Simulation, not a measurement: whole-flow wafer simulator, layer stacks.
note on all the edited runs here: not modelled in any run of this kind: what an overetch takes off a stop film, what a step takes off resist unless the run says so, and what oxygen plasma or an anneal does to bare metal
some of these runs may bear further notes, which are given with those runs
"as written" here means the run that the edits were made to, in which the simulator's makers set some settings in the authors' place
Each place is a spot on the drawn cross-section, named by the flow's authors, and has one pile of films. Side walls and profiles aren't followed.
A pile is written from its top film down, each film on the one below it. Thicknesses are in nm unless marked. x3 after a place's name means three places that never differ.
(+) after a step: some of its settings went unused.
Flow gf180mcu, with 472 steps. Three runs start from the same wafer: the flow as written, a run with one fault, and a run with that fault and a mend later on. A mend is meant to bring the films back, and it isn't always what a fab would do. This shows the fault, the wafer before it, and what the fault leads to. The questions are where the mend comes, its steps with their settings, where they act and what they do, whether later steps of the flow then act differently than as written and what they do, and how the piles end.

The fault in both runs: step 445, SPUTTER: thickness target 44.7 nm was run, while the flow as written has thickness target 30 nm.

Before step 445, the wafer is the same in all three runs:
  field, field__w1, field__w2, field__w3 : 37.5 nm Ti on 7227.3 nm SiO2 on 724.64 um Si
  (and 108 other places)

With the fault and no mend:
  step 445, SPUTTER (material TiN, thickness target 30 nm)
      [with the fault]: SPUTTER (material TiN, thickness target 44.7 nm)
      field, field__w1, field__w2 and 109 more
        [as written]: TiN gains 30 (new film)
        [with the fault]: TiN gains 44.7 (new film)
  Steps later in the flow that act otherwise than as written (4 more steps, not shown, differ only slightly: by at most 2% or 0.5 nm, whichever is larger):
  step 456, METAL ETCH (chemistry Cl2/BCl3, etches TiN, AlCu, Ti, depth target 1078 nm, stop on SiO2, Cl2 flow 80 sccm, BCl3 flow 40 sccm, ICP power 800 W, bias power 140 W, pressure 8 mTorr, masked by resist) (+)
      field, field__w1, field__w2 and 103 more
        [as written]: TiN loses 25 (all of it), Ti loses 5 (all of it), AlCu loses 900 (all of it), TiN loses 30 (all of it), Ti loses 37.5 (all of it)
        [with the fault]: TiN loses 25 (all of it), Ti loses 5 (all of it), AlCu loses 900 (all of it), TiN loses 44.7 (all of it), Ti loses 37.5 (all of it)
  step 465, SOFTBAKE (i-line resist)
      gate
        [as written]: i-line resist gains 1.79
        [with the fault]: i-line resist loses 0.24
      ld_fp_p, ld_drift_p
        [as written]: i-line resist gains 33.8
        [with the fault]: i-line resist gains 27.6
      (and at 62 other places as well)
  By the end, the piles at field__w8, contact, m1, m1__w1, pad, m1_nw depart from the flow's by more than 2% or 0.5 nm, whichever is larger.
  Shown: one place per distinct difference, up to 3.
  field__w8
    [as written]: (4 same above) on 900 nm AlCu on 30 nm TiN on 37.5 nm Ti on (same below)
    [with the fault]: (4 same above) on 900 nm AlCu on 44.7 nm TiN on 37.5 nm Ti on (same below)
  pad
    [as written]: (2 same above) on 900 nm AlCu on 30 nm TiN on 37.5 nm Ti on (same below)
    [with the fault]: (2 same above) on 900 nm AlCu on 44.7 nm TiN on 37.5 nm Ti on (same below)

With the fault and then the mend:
  The mend follows step 445.
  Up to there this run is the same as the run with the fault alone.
  step 445a, METAL ETCH (chemistry Cl2/BCl3, etches TiN, AlCu, Ti, depth target 14.7 nm, Cl2 flow 80 sccm, BCl3 flow 40 sccm, ICP power 800 W, bias power 140 W, pressure 8 mTorr) (a further turn of the flow's step 260, with different settings)
      field, field__w1, field__w2 and 109 more
        TiN loses 14.7
  Every later step of the flow that is run acts as written at every place that is followed.
  At every place that both follow, the piles at the end match the flow's.
